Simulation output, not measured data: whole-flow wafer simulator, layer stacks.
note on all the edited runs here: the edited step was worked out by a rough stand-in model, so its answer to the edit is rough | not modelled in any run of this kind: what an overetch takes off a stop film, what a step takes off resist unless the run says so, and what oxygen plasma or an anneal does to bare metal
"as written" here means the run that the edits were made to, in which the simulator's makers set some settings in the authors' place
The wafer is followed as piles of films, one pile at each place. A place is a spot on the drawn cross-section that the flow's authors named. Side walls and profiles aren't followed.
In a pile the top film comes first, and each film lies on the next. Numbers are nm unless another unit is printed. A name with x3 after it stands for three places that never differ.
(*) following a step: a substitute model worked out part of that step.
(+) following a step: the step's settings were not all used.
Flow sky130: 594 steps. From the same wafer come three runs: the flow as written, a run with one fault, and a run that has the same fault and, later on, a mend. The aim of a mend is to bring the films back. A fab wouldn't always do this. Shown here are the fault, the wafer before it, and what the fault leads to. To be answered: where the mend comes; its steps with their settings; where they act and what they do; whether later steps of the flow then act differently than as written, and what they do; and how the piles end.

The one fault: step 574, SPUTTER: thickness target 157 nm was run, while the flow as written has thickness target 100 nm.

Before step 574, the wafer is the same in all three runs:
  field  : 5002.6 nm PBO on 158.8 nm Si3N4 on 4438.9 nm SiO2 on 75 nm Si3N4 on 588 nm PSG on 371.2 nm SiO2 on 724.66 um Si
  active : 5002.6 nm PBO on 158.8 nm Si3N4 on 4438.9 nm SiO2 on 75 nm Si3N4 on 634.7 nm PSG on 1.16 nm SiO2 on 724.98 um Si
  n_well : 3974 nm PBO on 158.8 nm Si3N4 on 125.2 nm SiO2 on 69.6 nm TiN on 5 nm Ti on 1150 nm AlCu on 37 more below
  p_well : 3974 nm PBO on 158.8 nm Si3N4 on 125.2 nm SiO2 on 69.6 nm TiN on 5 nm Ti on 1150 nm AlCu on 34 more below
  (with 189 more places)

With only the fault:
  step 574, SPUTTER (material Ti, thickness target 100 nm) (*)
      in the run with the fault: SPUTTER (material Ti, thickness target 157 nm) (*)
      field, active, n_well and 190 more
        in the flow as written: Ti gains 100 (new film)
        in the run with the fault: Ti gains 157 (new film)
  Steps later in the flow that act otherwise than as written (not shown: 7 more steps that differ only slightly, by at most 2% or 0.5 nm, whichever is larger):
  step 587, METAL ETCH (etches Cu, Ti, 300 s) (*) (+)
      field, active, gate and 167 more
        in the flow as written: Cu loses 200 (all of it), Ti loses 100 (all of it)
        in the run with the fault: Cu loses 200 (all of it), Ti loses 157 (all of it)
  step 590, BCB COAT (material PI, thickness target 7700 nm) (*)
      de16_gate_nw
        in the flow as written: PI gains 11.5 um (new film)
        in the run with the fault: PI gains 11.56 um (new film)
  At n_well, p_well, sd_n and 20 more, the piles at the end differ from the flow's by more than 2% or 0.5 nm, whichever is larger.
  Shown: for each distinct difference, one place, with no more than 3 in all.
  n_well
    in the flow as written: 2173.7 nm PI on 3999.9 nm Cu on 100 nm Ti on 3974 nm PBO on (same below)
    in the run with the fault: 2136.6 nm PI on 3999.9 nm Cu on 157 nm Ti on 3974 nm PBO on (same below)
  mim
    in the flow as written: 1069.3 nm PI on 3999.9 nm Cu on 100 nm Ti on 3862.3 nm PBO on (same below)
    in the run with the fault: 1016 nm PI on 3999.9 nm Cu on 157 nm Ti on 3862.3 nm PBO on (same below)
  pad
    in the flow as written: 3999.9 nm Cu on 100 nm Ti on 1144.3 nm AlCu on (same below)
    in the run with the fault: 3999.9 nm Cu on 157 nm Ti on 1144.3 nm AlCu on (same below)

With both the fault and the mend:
  The mend stands after step 574.
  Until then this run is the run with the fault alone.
  step 574a, ETCH (chemistry CF4/O2, etches Si3N4, SiO2, TiN, Ti, depth target 57 nm) (the flow's step 554 again, with other settings)
      field, active, n_well and 190 more
        Ti loses 57
  Every later step of the flow that is run acts as written, at every place that is followed, to within 2% or 0.5 nm, whichever is larger.
  By the end, the piles equal the flow's at every place that both follow.
